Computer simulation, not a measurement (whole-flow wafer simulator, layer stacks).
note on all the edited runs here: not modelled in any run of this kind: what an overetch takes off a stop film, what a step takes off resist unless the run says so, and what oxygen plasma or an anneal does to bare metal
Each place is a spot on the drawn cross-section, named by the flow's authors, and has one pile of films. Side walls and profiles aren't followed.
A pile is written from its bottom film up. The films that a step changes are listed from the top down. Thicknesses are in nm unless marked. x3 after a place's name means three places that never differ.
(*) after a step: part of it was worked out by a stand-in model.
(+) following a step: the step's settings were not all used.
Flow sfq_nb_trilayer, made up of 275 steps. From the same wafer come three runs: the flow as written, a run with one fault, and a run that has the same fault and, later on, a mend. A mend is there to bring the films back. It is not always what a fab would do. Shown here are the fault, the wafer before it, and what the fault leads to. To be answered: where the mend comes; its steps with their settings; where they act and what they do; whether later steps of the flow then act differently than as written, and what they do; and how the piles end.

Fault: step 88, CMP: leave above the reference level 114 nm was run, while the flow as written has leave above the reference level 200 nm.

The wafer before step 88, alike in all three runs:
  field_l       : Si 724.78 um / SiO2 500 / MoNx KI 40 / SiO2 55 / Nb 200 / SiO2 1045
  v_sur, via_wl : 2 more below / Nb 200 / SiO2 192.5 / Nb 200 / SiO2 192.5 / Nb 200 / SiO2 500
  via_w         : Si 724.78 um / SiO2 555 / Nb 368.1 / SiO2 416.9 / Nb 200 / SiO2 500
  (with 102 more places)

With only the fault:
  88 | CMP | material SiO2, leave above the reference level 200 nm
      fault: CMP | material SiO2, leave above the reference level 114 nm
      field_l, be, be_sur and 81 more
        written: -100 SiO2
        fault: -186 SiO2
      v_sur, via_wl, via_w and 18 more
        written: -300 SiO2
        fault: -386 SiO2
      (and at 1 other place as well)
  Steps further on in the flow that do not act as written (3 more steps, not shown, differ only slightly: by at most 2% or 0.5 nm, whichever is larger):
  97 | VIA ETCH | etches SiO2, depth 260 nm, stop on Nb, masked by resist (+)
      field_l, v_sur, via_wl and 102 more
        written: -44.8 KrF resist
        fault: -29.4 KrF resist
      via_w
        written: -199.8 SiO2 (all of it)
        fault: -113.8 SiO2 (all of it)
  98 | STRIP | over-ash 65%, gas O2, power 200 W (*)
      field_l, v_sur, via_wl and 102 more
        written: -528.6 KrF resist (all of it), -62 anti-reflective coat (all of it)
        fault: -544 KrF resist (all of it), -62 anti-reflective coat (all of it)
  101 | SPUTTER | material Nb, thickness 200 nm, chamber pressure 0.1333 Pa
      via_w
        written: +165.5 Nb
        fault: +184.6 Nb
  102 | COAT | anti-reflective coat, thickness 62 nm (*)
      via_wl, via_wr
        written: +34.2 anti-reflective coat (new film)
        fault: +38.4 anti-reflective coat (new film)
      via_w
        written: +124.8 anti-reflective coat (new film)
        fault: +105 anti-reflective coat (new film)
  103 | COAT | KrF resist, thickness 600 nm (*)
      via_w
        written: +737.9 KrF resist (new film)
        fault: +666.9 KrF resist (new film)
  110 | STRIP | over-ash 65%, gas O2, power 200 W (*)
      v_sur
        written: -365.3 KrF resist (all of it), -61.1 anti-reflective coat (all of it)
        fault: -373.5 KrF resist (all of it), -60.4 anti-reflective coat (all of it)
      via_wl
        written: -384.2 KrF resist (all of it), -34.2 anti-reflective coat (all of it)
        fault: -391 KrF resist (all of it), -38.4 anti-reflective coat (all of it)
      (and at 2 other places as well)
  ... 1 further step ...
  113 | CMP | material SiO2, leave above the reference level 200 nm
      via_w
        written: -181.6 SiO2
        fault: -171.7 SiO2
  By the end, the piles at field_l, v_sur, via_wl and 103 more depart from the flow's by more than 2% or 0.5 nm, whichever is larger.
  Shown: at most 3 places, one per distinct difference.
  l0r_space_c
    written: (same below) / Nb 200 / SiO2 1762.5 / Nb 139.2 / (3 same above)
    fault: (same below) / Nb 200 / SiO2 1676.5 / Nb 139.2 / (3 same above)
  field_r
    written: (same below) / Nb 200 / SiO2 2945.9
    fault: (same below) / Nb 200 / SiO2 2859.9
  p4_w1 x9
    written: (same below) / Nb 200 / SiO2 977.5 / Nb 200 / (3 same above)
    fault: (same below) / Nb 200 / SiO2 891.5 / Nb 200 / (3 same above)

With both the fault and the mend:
  The mend follows step 95.
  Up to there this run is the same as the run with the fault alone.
  95a | STRIP | over-ash 65%, gas O2, power 200 W (*)
      field_l, v_sur, via_wl and 102 more
        -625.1 KrF resist (all of it), -62 anti-reflective coat (all of it)
      via_w
        -62 anti-reflective coat (all of it)
  95b | PECVD | material SiO2, thickness 86 nm, 150 C, 19.11 s, RF power 183.3 W, pressure 2.4 Torr, precursor SiH4/N2O (the flow's step 87, run once more with other settings)
      field_l, v_sur, via_wl and 103 more
        +86 SiO2
  95c | COAT | anti-reflective coat, thickness 62 nm (the flow's step 90, run once more)
      field_l, v_sur, via_wl and 103 more
        +62 anti-reflective coat (new film)
  95d | COAT | KrF resist, thickness 650 nm (the flow's step 91, run once more)
      field_l, v_sur, via_wl and 103 more
        +650 KrF resist (new film)
  95e | SOFTBAKE | KrF resist (the flow's step 92, run once more)
      alters no film at any place that is followed
  95f | EXPOSE | photomask I2, dose 11.91 mJ/cm2, NA 0.6, wavelength 248 nm (*) (the flow's step 93, run once more)
      alters no film at any place that is followed
  95g | PEB | KrF resist, 90 s (the flow's step 94, run once more)
      field_l, v_sur, via_wl and 103 more
        -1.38 KrF resist
  95h | DEVELOP | KrF resist, thickness 650 nm, 60 s (the flow's step 95, run once more)
      field_l, v_sur, via_wl and 102 more
        -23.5 KrF resist
      via_w
        -648.6 KrF resist (all of it)
  None of the later steps of the flow acts differently than as written at any place that is followed.
  By the end, the piles equal the flow's at every place that both follow.
